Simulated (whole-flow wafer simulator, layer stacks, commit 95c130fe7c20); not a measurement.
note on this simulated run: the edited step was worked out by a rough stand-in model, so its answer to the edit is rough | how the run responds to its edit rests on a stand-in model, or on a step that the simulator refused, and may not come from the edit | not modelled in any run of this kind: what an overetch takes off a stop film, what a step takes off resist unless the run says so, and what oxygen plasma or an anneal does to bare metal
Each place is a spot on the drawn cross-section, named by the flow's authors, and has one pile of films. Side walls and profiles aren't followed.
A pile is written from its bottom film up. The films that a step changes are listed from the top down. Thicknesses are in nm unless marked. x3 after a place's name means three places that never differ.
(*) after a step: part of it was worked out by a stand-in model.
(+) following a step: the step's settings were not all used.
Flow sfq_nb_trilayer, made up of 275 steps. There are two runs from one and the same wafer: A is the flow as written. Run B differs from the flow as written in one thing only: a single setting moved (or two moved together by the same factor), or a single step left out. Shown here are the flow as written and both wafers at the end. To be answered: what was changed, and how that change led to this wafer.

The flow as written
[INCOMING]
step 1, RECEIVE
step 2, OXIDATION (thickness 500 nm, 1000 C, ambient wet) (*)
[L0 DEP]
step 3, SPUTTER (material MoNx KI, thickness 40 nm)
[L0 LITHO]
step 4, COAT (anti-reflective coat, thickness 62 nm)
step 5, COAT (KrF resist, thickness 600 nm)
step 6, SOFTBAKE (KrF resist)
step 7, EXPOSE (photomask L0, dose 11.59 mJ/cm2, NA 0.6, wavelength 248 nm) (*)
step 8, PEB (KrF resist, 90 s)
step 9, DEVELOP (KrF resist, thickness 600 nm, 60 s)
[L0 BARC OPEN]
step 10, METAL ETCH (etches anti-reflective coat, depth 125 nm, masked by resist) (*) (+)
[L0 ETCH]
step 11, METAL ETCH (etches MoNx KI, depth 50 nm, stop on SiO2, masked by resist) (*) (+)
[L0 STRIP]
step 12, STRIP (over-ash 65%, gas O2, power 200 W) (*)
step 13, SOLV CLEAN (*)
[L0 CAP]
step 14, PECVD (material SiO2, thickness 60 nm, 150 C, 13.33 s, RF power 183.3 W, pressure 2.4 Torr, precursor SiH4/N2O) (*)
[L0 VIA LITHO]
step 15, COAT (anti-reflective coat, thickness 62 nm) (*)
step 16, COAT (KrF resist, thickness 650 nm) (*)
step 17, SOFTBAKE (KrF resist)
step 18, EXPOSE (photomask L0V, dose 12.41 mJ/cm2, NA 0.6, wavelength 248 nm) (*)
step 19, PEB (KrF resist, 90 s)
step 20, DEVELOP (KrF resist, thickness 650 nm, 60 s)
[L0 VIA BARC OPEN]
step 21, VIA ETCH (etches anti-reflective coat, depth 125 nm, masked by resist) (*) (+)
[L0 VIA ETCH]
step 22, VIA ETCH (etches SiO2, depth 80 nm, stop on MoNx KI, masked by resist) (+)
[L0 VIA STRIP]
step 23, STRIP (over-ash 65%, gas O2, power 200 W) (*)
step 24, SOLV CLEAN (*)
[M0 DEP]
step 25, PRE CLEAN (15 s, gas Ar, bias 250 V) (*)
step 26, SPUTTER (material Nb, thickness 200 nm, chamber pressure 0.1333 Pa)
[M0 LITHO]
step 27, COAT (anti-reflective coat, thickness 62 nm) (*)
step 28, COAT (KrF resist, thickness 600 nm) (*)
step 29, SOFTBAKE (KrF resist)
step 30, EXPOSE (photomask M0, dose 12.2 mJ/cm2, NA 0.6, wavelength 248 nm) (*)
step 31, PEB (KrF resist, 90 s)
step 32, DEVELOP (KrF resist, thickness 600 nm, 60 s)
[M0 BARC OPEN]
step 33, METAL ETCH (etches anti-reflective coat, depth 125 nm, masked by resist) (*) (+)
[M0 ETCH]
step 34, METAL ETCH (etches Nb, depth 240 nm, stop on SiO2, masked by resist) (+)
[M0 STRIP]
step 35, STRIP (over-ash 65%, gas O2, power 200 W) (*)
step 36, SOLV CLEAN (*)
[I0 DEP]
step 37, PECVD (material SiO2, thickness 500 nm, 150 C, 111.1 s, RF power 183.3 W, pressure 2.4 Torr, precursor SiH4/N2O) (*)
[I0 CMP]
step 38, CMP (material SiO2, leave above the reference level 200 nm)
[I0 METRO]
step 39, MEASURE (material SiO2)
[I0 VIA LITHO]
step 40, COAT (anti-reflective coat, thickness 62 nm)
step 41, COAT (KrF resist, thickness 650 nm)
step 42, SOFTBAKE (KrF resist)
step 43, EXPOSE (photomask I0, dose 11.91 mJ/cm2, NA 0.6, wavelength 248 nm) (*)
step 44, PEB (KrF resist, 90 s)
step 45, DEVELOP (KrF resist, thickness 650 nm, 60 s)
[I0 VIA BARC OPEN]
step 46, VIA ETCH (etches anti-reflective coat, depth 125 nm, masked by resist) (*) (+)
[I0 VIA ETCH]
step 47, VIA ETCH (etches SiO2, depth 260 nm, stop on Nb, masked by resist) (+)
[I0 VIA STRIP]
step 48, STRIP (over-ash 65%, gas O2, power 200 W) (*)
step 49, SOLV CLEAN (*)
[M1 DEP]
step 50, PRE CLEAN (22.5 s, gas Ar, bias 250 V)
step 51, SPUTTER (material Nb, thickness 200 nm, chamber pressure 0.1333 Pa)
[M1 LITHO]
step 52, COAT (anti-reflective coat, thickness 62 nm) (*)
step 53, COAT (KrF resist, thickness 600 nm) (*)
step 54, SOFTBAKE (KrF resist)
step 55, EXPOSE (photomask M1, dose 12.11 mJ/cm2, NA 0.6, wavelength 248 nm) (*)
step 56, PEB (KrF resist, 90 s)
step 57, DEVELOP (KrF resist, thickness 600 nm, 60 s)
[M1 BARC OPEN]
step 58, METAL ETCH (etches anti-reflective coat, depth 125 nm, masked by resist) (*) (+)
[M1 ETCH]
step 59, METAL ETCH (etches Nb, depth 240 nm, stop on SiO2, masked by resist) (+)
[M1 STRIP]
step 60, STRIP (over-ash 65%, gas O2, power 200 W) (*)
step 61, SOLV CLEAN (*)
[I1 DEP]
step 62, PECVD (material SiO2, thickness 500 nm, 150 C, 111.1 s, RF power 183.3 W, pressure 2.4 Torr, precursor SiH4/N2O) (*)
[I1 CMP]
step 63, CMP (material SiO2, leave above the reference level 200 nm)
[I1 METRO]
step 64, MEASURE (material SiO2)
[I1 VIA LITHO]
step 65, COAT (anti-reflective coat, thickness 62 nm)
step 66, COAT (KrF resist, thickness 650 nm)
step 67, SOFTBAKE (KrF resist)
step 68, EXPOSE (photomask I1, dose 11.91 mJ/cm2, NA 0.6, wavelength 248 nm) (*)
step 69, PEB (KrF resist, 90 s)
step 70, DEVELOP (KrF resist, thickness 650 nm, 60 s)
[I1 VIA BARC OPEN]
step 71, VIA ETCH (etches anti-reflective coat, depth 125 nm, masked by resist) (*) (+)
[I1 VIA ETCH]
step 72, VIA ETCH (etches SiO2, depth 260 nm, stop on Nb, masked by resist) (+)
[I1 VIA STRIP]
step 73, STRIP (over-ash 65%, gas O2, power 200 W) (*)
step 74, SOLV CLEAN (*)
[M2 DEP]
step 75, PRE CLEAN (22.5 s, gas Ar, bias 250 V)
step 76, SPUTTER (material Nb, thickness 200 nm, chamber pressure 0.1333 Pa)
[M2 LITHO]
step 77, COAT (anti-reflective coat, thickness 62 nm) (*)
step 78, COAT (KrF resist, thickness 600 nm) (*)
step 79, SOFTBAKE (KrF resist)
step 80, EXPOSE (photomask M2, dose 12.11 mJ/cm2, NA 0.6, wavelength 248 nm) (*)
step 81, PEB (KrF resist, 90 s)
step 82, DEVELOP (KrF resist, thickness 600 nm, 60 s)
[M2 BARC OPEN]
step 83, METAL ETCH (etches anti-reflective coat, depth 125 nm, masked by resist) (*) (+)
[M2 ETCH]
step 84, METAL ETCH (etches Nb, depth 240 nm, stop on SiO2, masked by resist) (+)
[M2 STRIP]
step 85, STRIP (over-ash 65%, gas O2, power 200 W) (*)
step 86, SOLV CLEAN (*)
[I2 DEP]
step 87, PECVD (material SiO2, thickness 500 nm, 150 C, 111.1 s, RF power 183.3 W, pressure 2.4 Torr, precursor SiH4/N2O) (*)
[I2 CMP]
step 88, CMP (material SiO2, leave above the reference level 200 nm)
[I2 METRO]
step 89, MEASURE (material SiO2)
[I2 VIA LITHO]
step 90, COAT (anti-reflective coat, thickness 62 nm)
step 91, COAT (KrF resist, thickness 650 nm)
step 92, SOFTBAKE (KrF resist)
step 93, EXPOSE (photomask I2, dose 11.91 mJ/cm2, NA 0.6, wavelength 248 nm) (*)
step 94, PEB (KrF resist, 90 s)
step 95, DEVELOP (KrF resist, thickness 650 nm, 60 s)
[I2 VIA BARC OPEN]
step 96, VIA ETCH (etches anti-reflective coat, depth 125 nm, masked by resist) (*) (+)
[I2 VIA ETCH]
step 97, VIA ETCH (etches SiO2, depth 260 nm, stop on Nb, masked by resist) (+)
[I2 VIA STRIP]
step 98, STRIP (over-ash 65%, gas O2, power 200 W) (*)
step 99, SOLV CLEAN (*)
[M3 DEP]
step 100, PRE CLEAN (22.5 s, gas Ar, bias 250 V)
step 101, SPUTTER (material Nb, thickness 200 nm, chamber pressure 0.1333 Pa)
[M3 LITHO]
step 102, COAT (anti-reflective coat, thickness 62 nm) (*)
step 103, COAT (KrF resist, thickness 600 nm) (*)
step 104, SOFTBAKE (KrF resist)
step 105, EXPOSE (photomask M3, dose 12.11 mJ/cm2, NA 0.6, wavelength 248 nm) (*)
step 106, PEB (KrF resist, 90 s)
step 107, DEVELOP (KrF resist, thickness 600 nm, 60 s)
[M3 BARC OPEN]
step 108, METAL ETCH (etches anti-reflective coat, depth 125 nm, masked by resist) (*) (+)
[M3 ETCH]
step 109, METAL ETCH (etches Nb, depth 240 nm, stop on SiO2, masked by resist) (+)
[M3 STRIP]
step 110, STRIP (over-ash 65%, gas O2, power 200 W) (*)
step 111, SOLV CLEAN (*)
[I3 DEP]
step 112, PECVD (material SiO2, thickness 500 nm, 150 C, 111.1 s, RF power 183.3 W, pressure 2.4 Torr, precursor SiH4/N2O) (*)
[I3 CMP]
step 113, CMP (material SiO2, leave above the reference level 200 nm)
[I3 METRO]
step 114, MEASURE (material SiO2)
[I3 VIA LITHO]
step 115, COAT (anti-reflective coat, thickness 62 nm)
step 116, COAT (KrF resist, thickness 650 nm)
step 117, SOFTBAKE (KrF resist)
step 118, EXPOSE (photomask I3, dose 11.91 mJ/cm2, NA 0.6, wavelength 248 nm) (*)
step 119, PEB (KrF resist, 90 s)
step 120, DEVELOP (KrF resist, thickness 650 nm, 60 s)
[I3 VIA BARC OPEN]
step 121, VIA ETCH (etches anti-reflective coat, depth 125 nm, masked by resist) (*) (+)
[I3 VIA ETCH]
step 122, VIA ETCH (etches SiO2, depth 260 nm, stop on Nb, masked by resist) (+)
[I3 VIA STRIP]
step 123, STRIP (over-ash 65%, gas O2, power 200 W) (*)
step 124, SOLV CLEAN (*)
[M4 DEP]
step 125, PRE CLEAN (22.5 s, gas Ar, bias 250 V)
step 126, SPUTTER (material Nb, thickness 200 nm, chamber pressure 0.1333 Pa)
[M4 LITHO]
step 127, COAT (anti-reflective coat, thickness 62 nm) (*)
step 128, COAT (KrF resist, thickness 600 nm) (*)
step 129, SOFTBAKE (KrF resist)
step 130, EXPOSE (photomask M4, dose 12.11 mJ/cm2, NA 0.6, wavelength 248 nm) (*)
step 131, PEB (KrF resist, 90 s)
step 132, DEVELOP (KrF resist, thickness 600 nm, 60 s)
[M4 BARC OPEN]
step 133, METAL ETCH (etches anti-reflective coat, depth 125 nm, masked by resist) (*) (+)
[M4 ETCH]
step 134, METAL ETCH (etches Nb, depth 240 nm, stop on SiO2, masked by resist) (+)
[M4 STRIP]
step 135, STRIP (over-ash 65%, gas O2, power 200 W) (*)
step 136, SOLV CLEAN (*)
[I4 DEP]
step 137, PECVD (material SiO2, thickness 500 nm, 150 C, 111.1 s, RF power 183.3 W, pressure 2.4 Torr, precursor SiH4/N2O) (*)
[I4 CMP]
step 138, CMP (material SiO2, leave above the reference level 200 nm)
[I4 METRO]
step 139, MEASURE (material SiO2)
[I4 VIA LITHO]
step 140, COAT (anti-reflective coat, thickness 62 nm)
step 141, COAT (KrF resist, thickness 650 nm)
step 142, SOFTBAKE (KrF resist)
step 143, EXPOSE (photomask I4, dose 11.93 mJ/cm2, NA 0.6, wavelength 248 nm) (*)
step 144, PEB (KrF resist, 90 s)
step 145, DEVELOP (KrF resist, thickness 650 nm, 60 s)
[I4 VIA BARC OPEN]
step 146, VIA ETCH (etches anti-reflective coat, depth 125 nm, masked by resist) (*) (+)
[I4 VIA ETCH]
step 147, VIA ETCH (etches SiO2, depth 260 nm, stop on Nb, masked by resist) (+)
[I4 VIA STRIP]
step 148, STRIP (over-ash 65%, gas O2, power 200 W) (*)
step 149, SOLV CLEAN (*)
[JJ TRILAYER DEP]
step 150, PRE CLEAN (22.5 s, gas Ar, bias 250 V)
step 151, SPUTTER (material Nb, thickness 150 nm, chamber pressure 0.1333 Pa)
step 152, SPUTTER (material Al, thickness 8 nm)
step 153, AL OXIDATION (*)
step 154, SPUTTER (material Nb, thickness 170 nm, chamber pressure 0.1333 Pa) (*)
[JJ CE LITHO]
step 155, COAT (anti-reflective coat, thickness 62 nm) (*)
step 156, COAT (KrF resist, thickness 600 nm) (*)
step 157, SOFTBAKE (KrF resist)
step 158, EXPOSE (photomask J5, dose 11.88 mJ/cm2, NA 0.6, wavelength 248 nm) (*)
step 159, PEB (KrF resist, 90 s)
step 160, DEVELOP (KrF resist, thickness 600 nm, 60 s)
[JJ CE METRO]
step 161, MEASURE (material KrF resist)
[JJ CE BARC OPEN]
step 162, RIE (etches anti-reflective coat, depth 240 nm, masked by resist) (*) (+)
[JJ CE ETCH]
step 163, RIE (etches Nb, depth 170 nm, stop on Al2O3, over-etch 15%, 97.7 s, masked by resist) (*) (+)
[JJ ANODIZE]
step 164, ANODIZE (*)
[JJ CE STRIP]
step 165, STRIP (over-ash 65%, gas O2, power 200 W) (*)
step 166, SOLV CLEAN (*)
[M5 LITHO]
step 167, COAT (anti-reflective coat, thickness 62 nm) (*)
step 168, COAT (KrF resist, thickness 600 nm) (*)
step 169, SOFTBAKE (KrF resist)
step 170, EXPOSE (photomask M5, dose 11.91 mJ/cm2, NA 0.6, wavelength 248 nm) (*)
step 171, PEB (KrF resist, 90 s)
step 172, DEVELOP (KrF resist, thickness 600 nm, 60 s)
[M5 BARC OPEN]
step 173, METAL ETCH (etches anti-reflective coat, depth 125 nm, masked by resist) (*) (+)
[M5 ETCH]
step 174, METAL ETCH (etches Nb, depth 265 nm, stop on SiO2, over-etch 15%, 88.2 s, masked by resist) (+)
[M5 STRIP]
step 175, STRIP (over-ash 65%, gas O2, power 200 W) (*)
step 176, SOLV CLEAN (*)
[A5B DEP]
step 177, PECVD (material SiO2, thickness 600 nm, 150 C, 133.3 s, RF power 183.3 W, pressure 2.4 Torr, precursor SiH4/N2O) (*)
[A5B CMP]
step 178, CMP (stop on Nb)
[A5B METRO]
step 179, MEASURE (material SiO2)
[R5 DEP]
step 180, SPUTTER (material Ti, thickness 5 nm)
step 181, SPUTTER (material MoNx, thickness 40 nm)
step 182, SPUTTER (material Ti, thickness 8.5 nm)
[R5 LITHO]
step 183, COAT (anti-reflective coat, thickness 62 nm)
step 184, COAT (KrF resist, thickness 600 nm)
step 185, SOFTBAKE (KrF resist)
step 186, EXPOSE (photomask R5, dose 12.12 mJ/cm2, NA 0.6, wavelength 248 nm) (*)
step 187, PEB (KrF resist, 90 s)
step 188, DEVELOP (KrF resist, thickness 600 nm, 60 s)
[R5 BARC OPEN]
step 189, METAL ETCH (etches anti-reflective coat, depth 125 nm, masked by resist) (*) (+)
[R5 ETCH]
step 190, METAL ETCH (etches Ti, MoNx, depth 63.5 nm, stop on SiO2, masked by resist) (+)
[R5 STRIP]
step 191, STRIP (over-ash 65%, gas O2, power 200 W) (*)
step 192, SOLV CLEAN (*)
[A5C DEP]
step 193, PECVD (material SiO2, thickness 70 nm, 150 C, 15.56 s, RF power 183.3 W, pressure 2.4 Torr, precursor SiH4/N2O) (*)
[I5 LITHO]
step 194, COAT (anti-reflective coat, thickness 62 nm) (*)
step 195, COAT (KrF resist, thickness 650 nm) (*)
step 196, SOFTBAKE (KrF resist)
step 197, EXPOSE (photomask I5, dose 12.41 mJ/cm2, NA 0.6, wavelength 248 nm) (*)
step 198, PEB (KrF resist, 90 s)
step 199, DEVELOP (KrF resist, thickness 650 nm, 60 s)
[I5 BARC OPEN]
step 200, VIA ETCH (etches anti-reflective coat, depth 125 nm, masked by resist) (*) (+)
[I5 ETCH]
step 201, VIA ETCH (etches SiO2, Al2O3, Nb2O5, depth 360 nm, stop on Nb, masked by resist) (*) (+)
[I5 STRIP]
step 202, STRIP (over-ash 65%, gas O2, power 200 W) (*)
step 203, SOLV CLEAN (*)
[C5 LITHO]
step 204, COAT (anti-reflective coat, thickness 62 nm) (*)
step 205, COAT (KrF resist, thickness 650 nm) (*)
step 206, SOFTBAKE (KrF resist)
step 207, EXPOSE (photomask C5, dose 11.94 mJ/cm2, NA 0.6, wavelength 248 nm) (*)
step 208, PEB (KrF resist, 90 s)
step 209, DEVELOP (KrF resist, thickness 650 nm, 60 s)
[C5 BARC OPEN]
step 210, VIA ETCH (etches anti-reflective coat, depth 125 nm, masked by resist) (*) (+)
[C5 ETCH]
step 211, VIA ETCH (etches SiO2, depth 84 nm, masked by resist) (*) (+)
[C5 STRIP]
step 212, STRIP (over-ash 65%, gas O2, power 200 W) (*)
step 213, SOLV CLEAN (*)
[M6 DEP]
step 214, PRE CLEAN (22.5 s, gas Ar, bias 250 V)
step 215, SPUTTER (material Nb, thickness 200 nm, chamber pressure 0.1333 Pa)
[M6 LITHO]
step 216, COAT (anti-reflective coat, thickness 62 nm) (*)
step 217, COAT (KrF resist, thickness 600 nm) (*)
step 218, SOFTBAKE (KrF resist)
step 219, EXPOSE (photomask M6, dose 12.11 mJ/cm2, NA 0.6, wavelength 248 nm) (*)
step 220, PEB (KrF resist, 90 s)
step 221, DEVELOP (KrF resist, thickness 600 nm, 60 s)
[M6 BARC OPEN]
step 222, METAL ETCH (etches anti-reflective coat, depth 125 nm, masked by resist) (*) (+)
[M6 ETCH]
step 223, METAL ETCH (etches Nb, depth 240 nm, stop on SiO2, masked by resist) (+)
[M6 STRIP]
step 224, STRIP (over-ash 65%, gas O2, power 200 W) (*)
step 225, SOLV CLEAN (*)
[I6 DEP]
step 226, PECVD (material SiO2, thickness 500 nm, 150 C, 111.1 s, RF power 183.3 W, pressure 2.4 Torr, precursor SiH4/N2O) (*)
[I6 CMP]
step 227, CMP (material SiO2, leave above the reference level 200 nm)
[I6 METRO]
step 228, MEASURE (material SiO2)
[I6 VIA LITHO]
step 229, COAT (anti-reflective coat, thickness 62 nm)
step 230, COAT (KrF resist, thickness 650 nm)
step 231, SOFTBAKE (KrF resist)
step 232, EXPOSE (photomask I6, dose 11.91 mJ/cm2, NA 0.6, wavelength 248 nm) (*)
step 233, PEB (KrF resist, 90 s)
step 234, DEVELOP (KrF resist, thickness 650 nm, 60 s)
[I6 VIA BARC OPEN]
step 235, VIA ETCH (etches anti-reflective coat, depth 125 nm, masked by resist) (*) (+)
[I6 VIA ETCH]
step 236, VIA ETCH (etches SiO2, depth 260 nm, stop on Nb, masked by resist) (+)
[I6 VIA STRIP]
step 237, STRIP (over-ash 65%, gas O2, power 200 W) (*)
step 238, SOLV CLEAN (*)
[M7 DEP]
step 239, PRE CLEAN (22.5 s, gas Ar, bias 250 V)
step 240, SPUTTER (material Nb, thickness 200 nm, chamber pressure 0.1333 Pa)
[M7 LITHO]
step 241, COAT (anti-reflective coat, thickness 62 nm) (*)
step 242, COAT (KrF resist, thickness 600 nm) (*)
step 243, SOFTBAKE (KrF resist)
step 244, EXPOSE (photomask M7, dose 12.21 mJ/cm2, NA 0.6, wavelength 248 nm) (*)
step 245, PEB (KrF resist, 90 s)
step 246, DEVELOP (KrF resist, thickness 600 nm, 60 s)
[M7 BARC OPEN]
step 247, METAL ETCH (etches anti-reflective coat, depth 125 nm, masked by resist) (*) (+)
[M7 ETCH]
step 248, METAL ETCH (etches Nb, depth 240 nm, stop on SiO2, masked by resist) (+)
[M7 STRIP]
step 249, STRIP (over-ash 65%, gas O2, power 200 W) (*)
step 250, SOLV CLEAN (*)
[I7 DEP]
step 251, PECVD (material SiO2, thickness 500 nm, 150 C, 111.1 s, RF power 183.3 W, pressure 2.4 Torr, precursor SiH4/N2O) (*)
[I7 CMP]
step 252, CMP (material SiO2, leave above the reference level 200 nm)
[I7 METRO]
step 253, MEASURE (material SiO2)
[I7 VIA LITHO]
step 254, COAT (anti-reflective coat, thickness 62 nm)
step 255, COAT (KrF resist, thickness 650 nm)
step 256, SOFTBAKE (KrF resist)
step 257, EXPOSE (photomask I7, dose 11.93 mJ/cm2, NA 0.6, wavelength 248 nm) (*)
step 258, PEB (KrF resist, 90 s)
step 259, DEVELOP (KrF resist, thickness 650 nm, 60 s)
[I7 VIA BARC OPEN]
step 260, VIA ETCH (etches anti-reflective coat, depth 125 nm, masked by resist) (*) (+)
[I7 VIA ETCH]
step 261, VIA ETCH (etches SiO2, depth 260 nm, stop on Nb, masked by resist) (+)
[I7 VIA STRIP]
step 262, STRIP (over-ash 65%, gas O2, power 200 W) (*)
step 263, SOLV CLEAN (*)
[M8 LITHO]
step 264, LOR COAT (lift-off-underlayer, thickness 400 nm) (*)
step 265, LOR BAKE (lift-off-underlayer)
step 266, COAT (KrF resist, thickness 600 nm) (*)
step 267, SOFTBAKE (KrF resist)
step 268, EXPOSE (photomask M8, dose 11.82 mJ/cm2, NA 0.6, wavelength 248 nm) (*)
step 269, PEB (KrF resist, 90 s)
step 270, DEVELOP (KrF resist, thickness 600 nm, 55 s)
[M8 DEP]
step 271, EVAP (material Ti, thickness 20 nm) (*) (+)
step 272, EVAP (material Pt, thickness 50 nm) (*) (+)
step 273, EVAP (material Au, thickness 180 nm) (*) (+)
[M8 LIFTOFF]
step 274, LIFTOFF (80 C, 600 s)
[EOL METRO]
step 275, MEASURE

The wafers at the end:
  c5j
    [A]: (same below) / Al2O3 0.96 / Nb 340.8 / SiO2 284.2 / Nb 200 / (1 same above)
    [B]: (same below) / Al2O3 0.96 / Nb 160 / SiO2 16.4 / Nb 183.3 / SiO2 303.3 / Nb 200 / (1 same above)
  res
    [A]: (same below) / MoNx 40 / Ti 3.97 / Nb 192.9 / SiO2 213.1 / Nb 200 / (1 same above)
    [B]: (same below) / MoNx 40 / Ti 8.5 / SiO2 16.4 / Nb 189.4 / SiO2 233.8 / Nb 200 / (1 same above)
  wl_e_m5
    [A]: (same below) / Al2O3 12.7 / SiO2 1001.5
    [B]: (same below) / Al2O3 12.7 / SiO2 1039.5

Cause: step 193, PECVD: thickness 108 nm was run, whereas the flow has thickness 70 nm; step 193, PECVD: 24.11 s was run, where the flow has 15.56 s.

How this came from the change, step by step:
  step 193, PECVD (material SiO2, thickness 70 nm, 150 C, 15.56 s, RF power 183.3 W, pressure 2.4 Torr, precursor SiH4/N2O) (*)
      field_l, v_sur, via_wl and 92 more: A +70 SiO2 | B +108 SiO2
      ce_l, c5j, ce_r and 8 more: A +70 SiO2 (new film) | B +108 SiO2 (new film)
  step 201, VIA ETCH (etches SiO2, Al2O3, Nb2O5, depth 360 nm, stop on Nb, masked by resist) (*) (+)
      be: A -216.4 SiO2 (all of it), -12.7 Al2O3 (all of it), -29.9 Nb2O5 (all of it) | B -254.4 SiO2 (all of it), -12.7 Al2O3 (all of it), -29.9 Nb2O5 (all of it)
  step 204, COAT (anti-reflective coat, thickness 62 nm) (*)
      be: A +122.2 anti-reflective coat (new film) | B +127.7 anti-reflective coat (new film)
      be_sur: A +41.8 anti-reflective coat (new film) | B +40.3 anti-reflective coat (new film)
  step 205, COAT (KrF resist, thickness 650 nm) (*)
      be: A +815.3 KrF resist (new film) | B +842.6 KrF resist (new film)
  step 211, VIA ETCH (etches SiO2, depth 84 nm, masked by resist) (*) (+)
      c5j: A -69.9 SiO2 (all of it), -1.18 Nb | B -84 SiO2
      res: A -69.9 SiO2 (all of it) | B -84 SiO2
  step 212, STRIP (over-ash 65%, gas O2, power 200 W) (*)
      be: A -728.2 KrF resist (all of it), -122.2 anti-reflective coat (all of it) | B -755.4 KrF resist (all of it), -127.7 anti-reflective coat (all of it)
      be_sur: A -559.6 KrF resist (all of it), -41.8 anti-reflective coat (all of it) | B -557.6 KrF resist (all of it), -40.3 anti-reflective coat (all of it)
  step 214, PRE CLEAN (22.5 s, gas Ar, bias 250 V)
      c5j: A -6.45 Nb | B -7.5 SiO2
      res: A -4.53 Ti | B -7.5 SiO2
  step 215, SPUTTER (material Nb, thickness 200 nm, chamber pressure 0.1333 Pa)
      c5j: A +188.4 Nb | B +183.3 Nb (new film)
      be: A +147.3 Nb | B +139 Nb
  step 216, COAT (anti-reflective coat, thickness 62 nm) (*)
      wire: A +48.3 anti-reflective coat (new film) | B +47.3 anti-reflective coat (new film)
      be: A +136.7 anti-reflective coat (new film) | B +143.1 anti-reflective coat (new film)
      (as well as at 6 more places)
  step 217, COAT (KrF resist, thickness 600 nm) (*)
      be: A +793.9 KrF resist (new film) | B +834.2 KrF resist (new film)
  step 224, STRIP (over-ash 65%, gas O2, power 200 W) (*)
      wire: A -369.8 KrF resist (all of it), -48.3 anti-reflective coat (all of it) | B -370.8 KrF resist (all of it), -47.3 anti-reflective coat (all of it)
      be: A -575.8 KrF resist (all of it), -136.7 anti-reflective coat (all of it) | B -615.9 KrF resist (all of it), -143.1 anti-reflective coat (all of it)
      (as well as at 6 more places)
  step 226, PECVD (material SiO2, thickness 500 nm, 150 C, 111.1 s, RF power 183.3 W, pressure 2.4 Torr, precursor SiH4/N2O) (*)
      be: A +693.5 SiO2 (new film) | B +291.5 SiO2 (new film), +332 void (new film), +233.6 SiO2 (new film)
      c5j: A +514.7 SiO2 (new film) | B +533.8 SiO2 (new film)
  step 227, CMP (material SiO2, leave above the reference level 200 nm)
      be: A -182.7 SiO2 | B -291.5 SiO2 (all of it), -332 void (all of it)
      res: A -279.4 SiO2 | B -258.7 SiO2
  step 229, COAT (anti-reflective coat, thickness 62 nm)
      via_v, jj_sur: A +62 anti-reflective coat (new film) | B +60.2 anti-reflective coat (new film)
      via_sp: A +62 anti-reflective coat (new film) | B +60.6 anti-reflective coat (new film)
      (as well as at 6 more places)
  step 230, COAT (KrF resist, thickness 650 nm)
      be: A +650 KrF resist (new film) | B +860.7 KrF resist (new film)
      gap: A +650 KrF resist (new film) | B +636 KrF resist (new film)
  step 233, PEB (KrF resist, 90 s)
      be: A -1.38 KrF resist | B -1.92 KrF resist
  ... another 15 steps ...
  step 274, LIFTOFF (80 C, 600 s)
      be: A -180 Au (all of it), -50 Pt (all of it), -20 Ti (all of it), -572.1 KrF resist (all of it), -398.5 lift-off-underlayer (all of it) | B -180 Au (all of it), -50 Pt (all of it), -20 Ti (all of it), -600.3 KrF resist (all of it), -601 lift-off-underlayer (all of it)
      be_sur: A -180 Au (all of it), -50 Pt (all of it), -20 Ti (all of it), -572.6 KrF resist (all of it), -398.9 lift-off-underlayer (all of it) | B -180 Au (all of it), -50 Pt (all of it), -20 Ti (all of it), -582.7 KrF resist (all of it), -376.4 lift-off-underlayer (all of it)
If metal films that touch count as one body, c5j has 5 bodies (between them, from the top down: SiO2 303.3; SiO2 16.4; Al2O3 0.96; SiO2 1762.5); the flow as written gives 4 bodies (between them, from the top down: SiO2 284.2; Al2O3 0.96; SiO2 1762.5).
If metal films that touch count as one body, res has 4 bodies (between them, from the top down: SiO2 233.8; SiO2 16.4; SiO2 2090.9); the flow as written gives 3 bodies (between them, from the top down: SiO2 213.1; SiO2 2090.9).
